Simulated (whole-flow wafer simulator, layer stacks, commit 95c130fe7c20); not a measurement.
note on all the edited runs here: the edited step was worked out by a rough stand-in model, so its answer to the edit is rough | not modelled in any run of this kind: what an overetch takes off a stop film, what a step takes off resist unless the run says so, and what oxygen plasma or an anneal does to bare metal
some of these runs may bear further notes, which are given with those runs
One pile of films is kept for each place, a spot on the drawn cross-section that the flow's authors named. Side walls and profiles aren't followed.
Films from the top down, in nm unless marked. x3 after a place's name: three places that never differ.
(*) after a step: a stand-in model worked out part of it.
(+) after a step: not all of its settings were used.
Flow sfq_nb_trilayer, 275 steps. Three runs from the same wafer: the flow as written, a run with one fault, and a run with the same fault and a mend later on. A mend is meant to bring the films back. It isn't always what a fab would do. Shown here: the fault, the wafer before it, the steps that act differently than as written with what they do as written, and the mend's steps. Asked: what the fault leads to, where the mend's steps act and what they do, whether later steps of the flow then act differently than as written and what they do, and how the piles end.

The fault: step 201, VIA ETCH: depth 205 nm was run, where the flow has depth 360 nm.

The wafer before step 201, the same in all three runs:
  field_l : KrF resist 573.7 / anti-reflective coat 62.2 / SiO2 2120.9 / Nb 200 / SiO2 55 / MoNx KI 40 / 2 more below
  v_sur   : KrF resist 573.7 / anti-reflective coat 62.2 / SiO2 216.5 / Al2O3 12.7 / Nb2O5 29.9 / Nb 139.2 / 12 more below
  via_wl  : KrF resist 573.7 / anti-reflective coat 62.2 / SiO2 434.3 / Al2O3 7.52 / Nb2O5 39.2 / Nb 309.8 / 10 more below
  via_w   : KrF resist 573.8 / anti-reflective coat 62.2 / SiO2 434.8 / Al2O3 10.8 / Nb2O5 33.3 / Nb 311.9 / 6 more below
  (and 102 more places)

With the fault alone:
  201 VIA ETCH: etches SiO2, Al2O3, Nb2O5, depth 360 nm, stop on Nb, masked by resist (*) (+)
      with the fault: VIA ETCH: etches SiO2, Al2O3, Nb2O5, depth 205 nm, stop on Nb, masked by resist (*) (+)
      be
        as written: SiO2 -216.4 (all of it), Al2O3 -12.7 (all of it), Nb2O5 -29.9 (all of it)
        with the fault: SiO2 -205
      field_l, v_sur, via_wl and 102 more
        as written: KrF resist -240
        with the fault: KrF resist -136.7
  Later steps of the flow that act differently than as written (6 more steps differ only slightly, by at most 2% or 0.5 nm, whichever is larger, and aren't shown):
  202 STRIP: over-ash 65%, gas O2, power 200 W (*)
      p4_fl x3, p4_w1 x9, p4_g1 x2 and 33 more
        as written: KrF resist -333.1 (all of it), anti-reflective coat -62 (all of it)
        with the fault: KrF resist -436.5 (all of it), anti-reflective coat -62 (all of it)
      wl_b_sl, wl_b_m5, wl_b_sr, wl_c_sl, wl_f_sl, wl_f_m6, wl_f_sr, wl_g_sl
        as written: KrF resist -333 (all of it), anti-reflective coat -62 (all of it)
        with the fault: KrF resist -436.3 (all of it), anti-reflective coat -62 (all of it)
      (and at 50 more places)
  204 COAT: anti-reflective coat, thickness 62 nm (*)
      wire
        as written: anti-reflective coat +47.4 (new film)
        with the fault: anti-reflective coat +49 (new film)
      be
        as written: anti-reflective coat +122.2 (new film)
        with the fault: anti-reflective coat +114.1 (new film)
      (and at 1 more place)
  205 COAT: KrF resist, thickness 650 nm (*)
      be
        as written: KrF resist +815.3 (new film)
        with the fault: KrF resist +776.7 (new film)
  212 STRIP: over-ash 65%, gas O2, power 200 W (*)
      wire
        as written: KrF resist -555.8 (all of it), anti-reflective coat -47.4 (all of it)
        with the fault: KrF resist -558.8 (all of it), anti-reflective coat -49 (all of it)
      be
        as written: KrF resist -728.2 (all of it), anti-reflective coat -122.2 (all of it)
        with the fault: KrF resist -689.6 (all of it), anti-reflective coat -114.1 (all of it)
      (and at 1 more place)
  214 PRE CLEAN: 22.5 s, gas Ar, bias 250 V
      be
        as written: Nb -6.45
        with the fault: SiO2 -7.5
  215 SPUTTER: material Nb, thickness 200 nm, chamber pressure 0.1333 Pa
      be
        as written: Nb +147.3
        with the fault: Nb +159.6 (new film)
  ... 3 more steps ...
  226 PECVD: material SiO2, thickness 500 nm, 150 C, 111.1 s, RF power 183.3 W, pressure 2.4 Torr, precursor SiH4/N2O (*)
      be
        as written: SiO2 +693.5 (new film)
        with the fault: SiO2 +628.3 (new film)
  At the end the piles differ from the flow's by more than 2% or 0.5 nm, whichever is larger, at be.
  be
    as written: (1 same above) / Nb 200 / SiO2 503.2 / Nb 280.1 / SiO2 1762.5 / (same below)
    with the fault: (1 same above) / Nb 200 / SiO2 438 / Nb 159.6 / SiO2 3.86 / Al2O3 12.7 / Nb2O5 29.9 / Nb 139.2 / SiO2 1762.5 / (same below)

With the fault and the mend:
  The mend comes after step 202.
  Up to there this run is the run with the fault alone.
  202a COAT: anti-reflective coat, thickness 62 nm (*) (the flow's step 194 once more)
      l0v, p4_fl x3, p4_w1 x9 and 52 more
        anti-reflective coat +62 (new film)
      wl_a_sl, wl_a_m6, wl_a_sr, wl_g_sr
        anti-reflective coat +61.9 (new film)
      ln_m6, lsp_r, l0_sur
        anti-reflective coat +62.1 (new film)
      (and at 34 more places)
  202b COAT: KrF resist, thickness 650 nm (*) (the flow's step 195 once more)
      p4_fl x3, p4_w1 x9, p4_g1 x2 and 33 more
        KrF resist +650 (new film)
      jj_sur, wl_b_m5, wl_b_sr and 13 more
        KrF resist +649.9 (new film)
      field_l, be_sur, wl_a_m6
        KrF resist +649.6 (new film)
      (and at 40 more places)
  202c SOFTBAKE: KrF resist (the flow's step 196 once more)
      changes no film at any place that is followed
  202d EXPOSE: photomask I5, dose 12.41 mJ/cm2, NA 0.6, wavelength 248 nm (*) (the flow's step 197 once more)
      changes no film at any place that is followed
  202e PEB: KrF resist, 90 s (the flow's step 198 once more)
      field_l, v_sur, via_wl and 82 more
        KrF resist -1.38
      via_w, via_wr, via_sp, wire
        KrF resist -1.37
      ce_l, moat, field_r, wl_jj
        KrF resist -1.39
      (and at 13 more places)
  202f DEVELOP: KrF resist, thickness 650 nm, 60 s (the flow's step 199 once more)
      field_l, v_sur, via_wl and 102 more
        KrF resist -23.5
      be
        KrF resist -775 (all of it)
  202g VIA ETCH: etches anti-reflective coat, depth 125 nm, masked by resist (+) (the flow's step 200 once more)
      field_l, v_sur, via_wl and 102 more
        KrF resist -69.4
      be
        anti-reflective coat -114.1 (all of it), SiO2 -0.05
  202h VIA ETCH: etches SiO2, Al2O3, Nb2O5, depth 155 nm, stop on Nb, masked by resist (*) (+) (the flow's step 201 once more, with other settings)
      field_l, v_sur, via_wl and 102 more
        KrF resist -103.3
      be
        SiO2 -11.3 (all of it), Al2O3 -12.7 (all of it), Nb2O5 -29.9 (all of it)
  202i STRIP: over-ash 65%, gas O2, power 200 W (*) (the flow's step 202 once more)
      p4_fl x3, p4_w1 x9, p4_g1 x2 and 33 more
        KrF resist -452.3 (all of it), anti-reflective coat -62 (all of it)
      wl_b_m5, wl_b_sr, wl_c_sl and 12 more
        KrF resist -452.2 (all of it), anti-reflective coat -62 (all of it)
      wl_j_sl, wl_j_sr
        KrF resist -452.5 (all of it), anti-reflective coat -60.2 (all of it)
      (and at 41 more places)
  No later step of the flow acts differently than as written at any place that is followed.
  At the end the piles are the same as the flow's at every place that both follow.
